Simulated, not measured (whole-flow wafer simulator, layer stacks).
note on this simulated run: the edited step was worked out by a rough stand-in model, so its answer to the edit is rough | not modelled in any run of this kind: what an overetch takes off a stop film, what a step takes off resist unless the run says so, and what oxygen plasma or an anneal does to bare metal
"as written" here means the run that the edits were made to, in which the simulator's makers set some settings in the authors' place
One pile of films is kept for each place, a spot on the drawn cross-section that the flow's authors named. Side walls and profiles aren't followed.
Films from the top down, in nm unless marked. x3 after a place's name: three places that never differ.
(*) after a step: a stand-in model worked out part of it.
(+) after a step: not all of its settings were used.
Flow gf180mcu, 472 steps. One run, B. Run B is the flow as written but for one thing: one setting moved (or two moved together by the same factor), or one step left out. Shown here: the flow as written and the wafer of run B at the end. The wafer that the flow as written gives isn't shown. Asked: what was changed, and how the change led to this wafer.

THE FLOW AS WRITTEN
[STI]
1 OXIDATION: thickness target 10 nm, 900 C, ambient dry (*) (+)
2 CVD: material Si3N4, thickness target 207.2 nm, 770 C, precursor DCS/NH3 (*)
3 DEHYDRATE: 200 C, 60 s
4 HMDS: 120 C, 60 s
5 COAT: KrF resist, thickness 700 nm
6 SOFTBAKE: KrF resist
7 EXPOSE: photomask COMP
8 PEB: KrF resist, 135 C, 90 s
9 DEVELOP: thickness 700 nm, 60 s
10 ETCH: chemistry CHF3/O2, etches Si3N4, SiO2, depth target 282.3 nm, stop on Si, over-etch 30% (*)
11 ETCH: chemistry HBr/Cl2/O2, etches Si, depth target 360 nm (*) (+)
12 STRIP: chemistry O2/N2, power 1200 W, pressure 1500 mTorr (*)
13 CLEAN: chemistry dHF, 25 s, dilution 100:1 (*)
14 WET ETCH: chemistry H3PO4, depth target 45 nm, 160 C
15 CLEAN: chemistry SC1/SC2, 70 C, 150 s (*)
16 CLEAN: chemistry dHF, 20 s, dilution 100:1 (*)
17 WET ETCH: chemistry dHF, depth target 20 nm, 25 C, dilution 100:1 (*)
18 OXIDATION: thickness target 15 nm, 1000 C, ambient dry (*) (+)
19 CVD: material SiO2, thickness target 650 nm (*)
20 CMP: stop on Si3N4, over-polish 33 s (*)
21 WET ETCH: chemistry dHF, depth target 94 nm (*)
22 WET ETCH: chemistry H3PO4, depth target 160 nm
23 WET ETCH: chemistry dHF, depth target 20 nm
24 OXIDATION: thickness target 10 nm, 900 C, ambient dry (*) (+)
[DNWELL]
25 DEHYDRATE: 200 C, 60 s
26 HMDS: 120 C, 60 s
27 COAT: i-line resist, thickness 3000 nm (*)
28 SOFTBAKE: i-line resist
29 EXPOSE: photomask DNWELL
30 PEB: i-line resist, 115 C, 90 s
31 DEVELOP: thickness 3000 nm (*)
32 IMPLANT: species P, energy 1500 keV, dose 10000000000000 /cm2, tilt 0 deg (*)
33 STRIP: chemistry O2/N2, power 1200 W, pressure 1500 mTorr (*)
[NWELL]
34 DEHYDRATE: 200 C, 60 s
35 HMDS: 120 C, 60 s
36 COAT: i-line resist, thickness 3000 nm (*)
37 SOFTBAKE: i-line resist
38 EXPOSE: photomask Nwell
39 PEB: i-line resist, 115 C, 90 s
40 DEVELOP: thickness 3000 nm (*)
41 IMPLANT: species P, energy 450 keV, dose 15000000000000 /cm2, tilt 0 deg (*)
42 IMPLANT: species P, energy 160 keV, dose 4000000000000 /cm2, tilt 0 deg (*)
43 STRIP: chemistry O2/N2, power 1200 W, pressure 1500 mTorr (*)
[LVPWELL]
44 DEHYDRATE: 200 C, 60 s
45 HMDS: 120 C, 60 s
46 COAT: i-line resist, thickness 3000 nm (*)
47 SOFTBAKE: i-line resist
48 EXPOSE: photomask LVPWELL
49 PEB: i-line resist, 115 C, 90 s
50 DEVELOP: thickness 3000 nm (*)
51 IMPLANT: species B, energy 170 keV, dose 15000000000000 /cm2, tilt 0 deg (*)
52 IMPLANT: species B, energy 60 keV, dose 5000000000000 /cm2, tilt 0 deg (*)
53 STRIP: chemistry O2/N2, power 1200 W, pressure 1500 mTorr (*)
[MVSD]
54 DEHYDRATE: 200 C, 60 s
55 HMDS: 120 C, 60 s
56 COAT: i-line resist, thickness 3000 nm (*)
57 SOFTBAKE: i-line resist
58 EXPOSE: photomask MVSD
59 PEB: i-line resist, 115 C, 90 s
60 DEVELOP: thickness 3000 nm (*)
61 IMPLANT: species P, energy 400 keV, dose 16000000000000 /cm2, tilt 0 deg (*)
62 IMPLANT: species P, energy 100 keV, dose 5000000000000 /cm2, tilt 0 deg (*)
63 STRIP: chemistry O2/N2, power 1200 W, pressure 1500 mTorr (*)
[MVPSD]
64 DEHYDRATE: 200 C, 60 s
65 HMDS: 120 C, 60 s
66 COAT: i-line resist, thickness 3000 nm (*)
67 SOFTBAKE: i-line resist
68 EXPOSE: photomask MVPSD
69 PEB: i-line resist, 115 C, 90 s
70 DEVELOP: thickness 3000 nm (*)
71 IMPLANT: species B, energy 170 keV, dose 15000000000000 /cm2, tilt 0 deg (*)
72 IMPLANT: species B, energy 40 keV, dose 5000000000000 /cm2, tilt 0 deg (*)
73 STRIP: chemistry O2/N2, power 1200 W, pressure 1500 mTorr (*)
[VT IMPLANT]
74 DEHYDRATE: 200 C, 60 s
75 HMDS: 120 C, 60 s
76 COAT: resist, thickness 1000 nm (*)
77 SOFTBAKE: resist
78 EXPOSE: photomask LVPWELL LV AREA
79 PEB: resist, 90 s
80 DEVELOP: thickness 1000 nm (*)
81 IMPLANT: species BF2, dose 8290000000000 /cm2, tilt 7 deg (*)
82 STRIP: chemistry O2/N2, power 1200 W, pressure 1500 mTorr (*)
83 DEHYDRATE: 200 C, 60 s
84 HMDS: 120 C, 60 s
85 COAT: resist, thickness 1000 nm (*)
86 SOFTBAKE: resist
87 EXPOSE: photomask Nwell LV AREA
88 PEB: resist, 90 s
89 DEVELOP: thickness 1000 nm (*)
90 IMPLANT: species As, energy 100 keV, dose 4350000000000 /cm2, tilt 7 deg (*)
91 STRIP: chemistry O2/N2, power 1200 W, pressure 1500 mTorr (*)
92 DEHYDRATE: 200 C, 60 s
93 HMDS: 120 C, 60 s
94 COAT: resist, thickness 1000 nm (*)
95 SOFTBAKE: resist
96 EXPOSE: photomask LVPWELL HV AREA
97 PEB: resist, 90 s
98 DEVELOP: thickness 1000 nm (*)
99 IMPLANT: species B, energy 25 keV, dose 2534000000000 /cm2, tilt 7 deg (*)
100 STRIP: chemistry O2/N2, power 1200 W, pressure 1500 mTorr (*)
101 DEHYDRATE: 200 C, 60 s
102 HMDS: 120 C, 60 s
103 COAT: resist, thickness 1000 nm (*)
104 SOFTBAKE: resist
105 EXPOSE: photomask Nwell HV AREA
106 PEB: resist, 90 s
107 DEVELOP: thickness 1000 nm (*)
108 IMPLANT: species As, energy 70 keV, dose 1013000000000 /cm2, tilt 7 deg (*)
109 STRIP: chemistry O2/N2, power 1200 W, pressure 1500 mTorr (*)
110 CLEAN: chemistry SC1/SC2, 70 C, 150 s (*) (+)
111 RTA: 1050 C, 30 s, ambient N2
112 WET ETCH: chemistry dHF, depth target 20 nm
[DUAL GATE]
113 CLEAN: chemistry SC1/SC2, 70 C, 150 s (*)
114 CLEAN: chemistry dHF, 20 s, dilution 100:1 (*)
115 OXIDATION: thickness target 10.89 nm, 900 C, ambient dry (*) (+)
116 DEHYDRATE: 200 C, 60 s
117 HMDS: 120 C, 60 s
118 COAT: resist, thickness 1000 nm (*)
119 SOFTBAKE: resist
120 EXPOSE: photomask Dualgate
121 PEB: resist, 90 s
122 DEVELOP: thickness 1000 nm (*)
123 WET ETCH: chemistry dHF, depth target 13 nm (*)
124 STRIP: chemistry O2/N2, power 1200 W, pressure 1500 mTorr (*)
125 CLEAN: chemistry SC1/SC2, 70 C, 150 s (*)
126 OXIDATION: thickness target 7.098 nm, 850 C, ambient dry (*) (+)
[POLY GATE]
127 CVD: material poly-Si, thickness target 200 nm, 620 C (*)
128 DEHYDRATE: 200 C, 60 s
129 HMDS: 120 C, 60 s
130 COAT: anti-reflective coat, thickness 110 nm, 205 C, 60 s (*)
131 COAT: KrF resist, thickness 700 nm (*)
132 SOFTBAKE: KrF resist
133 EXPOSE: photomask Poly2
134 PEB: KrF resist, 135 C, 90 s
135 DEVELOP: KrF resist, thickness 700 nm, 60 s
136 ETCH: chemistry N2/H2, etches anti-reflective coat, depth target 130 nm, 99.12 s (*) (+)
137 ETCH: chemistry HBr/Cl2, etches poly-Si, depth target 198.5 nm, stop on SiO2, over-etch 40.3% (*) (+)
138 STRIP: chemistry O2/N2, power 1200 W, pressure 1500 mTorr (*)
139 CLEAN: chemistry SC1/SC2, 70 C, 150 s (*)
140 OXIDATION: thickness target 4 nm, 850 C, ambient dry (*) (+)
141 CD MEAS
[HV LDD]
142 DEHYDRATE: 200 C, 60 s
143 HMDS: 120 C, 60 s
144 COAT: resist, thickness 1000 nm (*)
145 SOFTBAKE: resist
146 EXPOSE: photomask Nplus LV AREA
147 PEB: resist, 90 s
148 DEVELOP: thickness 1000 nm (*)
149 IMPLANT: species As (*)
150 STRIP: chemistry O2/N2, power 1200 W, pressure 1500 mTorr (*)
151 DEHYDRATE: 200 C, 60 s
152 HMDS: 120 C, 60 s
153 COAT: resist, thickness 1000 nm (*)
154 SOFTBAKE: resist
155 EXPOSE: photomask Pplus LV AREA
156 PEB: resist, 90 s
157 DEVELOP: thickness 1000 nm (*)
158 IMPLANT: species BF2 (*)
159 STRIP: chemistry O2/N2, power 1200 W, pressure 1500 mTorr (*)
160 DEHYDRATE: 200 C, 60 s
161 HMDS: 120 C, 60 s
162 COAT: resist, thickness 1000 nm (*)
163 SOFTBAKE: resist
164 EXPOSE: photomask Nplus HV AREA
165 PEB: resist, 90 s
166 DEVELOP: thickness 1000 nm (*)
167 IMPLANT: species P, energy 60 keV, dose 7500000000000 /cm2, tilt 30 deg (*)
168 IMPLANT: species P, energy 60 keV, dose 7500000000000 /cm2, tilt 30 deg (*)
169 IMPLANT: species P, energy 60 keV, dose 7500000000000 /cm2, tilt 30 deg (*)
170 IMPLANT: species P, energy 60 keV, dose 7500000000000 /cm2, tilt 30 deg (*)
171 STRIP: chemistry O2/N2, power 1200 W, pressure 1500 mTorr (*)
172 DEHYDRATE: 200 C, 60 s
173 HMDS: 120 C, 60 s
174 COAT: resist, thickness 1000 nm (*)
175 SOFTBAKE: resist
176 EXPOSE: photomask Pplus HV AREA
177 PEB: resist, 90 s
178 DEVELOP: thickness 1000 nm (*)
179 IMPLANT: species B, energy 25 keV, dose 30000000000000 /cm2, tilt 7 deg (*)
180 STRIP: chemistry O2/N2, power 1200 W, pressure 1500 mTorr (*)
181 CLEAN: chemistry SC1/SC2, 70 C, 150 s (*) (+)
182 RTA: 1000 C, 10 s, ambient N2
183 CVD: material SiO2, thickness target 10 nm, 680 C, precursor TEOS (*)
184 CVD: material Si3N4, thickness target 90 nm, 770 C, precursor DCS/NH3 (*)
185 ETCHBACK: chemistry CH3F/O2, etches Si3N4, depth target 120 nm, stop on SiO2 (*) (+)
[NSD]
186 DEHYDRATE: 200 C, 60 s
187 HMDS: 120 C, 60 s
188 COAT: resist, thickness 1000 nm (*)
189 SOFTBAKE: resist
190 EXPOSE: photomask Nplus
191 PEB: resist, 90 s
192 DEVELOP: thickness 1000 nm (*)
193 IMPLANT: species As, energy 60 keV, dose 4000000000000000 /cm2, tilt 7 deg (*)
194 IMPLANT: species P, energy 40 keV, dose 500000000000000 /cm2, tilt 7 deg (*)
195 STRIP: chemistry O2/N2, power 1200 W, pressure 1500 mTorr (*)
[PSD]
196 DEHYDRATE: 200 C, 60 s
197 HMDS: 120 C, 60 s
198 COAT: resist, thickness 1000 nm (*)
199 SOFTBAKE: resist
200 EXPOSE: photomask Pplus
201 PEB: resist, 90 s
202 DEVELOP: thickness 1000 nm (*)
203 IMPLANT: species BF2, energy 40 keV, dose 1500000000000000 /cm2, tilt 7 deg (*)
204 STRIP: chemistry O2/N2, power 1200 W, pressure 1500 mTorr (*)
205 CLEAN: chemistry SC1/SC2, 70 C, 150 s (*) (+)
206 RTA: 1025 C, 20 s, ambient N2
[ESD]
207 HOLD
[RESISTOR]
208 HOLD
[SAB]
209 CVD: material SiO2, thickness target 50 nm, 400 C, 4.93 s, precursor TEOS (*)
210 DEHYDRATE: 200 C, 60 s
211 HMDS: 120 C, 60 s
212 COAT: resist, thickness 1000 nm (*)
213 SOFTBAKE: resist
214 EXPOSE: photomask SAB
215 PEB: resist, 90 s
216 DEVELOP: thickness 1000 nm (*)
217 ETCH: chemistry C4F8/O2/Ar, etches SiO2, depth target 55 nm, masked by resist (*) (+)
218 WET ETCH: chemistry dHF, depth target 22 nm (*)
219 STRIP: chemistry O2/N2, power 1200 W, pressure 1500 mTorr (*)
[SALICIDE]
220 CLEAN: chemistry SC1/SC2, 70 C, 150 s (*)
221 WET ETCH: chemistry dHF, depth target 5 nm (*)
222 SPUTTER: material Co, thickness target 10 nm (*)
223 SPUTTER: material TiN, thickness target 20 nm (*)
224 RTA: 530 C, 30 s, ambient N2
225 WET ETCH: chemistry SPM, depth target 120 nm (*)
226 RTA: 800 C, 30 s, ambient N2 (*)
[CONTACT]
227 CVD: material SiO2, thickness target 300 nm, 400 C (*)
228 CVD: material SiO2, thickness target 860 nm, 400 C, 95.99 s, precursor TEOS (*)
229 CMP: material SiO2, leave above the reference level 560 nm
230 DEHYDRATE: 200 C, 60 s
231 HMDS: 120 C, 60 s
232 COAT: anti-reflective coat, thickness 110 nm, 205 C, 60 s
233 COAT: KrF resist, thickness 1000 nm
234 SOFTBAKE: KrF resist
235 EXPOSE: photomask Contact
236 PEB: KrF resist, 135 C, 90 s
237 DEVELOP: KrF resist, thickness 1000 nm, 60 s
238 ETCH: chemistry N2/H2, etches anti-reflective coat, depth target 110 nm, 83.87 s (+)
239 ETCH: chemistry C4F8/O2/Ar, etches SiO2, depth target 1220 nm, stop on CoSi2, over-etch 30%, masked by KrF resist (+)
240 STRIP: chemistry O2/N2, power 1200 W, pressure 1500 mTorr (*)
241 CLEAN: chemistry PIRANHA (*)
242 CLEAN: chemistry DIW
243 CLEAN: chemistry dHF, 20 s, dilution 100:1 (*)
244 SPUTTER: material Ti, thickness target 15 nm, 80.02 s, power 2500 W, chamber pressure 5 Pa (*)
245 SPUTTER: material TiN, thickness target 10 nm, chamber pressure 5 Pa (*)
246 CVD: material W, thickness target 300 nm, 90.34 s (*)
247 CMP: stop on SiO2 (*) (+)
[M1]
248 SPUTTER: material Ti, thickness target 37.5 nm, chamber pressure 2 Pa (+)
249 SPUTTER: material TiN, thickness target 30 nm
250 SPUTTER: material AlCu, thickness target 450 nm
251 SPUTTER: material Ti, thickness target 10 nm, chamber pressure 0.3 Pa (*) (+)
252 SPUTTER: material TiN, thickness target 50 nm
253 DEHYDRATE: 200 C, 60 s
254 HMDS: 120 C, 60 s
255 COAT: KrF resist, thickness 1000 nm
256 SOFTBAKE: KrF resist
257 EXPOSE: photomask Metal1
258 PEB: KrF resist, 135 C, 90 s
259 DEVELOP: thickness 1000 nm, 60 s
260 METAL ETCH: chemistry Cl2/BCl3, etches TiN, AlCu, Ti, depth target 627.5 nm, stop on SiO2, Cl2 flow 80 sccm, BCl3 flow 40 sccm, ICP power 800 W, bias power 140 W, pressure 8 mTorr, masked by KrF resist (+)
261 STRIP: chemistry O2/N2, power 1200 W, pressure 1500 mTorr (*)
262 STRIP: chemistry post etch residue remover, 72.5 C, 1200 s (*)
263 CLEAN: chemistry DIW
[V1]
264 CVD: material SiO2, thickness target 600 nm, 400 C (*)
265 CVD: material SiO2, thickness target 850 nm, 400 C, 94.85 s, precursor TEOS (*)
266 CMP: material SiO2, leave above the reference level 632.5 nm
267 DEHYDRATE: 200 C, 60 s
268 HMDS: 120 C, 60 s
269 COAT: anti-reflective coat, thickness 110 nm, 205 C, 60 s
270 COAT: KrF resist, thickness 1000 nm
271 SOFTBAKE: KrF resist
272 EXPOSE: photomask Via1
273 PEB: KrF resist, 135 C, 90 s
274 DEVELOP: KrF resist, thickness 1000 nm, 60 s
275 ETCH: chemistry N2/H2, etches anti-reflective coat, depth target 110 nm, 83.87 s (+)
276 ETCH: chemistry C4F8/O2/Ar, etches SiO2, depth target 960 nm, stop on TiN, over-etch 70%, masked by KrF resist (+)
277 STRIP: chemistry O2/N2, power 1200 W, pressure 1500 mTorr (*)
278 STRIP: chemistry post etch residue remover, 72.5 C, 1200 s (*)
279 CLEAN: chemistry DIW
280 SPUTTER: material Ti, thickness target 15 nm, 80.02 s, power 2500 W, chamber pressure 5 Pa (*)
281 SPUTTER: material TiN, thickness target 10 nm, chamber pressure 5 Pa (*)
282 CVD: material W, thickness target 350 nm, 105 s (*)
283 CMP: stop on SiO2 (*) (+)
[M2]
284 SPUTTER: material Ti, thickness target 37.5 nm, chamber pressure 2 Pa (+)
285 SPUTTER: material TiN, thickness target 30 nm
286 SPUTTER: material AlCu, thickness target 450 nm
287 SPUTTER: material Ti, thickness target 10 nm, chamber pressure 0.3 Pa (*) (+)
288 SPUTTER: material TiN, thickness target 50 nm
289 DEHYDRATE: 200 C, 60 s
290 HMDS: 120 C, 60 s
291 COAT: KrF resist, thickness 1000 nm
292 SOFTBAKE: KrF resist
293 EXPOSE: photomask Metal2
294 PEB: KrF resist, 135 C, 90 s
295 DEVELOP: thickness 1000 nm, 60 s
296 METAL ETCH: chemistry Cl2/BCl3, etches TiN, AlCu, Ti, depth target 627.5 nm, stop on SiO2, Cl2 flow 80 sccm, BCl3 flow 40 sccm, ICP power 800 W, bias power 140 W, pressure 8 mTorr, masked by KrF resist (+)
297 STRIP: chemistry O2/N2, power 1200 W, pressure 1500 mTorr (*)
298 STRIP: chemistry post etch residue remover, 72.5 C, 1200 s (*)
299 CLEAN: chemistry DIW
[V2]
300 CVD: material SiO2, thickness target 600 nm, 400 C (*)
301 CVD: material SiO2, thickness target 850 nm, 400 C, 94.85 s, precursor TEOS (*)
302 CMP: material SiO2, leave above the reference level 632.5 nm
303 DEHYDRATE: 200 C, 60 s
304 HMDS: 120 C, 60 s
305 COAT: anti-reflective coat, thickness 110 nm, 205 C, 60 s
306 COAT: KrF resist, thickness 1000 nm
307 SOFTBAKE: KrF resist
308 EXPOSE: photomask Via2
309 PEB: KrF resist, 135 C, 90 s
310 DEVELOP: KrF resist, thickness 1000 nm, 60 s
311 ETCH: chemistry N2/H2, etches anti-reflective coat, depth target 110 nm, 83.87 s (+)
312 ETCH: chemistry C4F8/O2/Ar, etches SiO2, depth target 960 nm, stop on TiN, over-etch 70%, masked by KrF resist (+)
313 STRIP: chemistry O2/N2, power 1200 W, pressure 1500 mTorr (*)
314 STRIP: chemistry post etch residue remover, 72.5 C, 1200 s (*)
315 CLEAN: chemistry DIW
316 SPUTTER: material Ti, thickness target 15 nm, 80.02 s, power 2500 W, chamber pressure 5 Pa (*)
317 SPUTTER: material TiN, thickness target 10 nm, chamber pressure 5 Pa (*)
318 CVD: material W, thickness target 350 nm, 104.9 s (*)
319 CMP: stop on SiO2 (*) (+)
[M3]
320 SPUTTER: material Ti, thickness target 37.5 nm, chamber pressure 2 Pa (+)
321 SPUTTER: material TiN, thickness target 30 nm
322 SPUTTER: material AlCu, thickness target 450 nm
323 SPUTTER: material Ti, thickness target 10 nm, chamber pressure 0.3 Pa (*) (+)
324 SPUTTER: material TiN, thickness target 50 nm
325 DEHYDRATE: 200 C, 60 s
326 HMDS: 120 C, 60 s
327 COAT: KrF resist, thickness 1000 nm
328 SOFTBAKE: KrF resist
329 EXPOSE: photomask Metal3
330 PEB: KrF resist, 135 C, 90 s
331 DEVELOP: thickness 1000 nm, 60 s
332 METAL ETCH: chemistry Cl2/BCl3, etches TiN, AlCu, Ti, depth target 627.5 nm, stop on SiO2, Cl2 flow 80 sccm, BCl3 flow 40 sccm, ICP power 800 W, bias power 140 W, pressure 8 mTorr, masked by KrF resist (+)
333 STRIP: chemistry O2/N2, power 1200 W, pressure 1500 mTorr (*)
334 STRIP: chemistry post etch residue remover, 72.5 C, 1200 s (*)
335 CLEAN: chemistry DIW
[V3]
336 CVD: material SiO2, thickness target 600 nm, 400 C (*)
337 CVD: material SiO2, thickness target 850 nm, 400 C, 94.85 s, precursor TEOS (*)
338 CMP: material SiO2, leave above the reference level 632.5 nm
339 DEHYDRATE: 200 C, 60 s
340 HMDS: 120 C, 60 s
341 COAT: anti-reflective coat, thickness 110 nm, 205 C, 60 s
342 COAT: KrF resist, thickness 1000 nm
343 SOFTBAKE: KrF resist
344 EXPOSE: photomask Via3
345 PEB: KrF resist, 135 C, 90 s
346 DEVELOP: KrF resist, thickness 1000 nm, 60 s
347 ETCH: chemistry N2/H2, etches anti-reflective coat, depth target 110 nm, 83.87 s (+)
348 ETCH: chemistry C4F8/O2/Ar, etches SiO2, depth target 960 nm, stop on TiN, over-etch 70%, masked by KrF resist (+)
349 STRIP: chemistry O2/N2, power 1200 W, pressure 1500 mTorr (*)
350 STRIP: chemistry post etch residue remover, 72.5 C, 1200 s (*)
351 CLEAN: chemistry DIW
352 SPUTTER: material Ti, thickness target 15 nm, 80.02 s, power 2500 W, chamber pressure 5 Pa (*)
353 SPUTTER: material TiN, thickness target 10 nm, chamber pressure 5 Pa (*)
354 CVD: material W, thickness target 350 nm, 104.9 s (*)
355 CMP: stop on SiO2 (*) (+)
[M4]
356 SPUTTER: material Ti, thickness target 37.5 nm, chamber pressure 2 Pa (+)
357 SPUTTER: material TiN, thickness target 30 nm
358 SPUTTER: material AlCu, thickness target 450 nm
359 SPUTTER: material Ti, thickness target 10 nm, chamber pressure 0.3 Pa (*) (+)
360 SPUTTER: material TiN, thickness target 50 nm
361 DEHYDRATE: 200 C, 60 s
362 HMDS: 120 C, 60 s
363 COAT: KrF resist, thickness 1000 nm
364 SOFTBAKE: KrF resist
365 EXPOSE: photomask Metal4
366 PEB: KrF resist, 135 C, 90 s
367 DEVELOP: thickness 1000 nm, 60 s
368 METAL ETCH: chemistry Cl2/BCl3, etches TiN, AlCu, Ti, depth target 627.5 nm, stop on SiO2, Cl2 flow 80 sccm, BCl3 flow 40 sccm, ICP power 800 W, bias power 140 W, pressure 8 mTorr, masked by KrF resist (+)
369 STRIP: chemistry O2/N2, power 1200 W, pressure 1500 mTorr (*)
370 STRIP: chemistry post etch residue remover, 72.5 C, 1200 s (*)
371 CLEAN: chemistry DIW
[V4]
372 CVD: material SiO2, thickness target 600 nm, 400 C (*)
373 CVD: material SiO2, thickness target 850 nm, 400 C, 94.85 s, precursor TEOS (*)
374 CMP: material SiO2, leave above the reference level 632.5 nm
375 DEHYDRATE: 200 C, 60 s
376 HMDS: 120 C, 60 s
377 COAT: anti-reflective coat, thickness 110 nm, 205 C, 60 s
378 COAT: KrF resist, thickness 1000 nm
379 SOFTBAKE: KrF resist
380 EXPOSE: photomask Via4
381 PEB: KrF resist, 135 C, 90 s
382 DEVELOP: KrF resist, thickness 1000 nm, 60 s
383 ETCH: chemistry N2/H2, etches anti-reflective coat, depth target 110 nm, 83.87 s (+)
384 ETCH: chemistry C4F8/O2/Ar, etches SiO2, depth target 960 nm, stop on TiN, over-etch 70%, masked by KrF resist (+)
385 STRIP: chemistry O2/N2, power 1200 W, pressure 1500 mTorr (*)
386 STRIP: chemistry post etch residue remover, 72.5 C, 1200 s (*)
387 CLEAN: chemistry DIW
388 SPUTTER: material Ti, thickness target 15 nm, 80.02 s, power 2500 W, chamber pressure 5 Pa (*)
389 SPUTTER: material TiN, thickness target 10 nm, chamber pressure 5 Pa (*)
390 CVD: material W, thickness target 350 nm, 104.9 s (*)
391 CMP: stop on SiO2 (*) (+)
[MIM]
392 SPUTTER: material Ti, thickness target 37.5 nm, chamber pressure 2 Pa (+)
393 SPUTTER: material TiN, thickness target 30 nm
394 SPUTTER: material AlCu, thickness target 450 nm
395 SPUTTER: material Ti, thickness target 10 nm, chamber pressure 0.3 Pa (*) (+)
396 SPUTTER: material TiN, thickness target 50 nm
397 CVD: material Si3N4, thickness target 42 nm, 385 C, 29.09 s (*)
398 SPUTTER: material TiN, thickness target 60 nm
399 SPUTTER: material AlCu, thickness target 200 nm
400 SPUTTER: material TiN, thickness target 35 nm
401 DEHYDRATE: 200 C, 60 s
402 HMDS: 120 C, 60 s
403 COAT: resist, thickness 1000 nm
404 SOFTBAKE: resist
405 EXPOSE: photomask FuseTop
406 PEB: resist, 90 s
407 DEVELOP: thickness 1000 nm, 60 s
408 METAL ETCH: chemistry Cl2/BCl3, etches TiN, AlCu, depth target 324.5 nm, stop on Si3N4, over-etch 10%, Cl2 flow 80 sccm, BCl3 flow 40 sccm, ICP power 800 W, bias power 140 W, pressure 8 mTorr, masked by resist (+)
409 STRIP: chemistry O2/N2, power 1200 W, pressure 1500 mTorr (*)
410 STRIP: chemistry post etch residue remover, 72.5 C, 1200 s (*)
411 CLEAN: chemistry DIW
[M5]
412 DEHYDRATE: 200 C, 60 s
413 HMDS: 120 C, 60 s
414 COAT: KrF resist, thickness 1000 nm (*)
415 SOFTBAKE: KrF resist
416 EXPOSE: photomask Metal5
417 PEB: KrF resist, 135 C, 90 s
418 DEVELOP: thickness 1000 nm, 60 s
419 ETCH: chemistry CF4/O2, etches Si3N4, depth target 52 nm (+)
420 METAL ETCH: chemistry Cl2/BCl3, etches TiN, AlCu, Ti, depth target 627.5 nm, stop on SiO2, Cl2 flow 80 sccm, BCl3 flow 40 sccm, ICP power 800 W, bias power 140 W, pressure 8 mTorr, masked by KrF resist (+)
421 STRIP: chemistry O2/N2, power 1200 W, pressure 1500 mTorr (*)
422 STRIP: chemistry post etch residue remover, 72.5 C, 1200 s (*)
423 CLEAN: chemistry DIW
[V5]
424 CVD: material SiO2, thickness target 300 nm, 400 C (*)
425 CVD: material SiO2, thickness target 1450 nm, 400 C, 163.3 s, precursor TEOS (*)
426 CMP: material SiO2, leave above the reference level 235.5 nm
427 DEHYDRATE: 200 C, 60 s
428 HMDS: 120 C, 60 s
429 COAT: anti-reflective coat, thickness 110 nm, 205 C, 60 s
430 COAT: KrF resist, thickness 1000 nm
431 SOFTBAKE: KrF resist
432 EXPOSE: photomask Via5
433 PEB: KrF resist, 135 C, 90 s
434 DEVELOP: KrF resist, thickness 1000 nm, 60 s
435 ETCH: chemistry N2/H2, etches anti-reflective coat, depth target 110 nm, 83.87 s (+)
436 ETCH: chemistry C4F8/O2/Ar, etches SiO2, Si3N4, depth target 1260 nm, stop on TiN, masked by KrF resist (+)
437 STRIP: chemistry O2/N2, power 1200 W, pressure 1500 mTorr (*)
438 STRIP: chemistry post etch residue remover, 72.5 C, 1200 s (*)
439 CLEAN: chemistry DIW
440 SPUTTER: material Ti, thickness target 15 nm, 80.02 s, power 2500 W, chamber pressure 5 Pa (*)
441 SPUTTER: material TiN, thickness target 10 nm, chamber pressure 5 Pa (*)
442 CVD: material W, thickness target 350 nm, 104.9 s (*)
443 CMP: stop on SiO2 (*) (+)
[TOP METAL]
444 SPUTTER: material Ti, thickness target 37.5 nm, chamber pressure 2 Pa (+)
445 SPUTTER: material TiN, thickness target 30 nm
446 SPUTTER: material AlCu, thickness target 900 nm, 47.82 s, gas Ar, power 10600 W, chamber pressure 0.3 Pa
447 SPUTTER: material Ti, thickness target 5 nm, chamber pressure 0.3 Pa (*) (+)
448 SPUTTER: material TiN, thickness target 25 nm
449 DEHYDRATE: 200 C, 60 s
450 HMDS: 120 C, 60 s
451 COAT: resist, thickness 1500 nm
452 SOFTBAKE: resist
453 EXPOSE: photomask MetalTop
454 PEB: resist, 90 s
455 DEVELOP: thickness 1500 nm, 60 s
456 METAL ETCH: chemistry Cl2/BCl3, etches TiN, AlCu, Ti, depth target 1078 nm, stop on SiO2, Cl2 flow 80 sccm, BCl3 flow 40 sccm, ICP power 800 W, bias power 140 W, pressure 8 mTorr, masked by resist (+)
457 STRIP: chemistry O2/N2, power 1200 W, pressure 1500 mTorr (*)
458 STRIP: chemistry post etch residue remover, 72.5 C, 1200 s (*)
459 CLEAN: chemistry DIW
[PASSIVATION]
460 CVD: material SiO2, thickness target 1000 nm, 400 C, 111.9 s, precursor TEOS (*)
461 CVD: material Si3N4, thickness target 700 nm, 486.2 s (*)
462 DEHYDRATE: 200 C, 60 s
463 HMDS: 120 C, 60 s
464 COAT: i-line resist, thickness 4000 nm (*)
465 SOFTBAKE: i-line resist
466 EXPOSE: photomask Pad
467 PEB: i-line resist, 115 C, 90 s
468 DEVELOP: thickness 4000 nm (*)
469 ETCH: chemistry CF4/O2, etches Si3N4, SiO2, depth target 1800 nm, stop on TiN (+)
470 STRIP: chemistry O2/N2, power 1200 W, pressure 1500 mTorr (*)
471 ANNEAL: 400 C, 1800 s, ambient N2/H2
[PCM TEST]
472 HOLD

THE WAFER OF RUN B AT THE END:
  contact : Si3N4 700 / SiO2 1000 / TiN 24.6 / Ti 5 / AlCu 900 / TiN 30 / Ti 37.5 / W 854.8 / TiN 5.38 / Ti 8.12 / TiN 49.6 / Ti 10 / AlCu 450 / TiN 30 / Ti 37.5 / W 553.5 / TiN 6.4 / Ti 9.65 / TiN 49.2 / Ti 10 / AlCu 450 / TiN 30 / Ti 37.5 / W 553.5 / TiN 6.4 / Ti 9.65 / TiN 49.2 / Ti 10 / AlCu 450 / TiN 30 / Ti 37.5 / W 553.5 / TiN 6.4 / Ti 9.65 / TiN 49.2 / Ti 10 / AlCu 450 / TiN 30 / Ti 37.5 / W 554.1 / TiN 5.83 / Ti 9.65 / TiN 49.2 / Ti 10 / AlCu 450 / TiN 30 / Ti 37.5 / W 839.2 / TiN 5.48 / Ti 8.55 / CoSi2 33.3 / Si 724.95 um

The cause: step 281, SPUTTER: chamber pressure 3.2 Pa was run, where the flow has chamber pressure 5 Pa.

How the change led to this, step by step:
  281 SPUTTER: material TiN, thickness target 10 nm, chamber pressure 5 Pa (*)
      contact: TiN +5.83 (new film) (as written it would be: TiN +6.4 (new film))
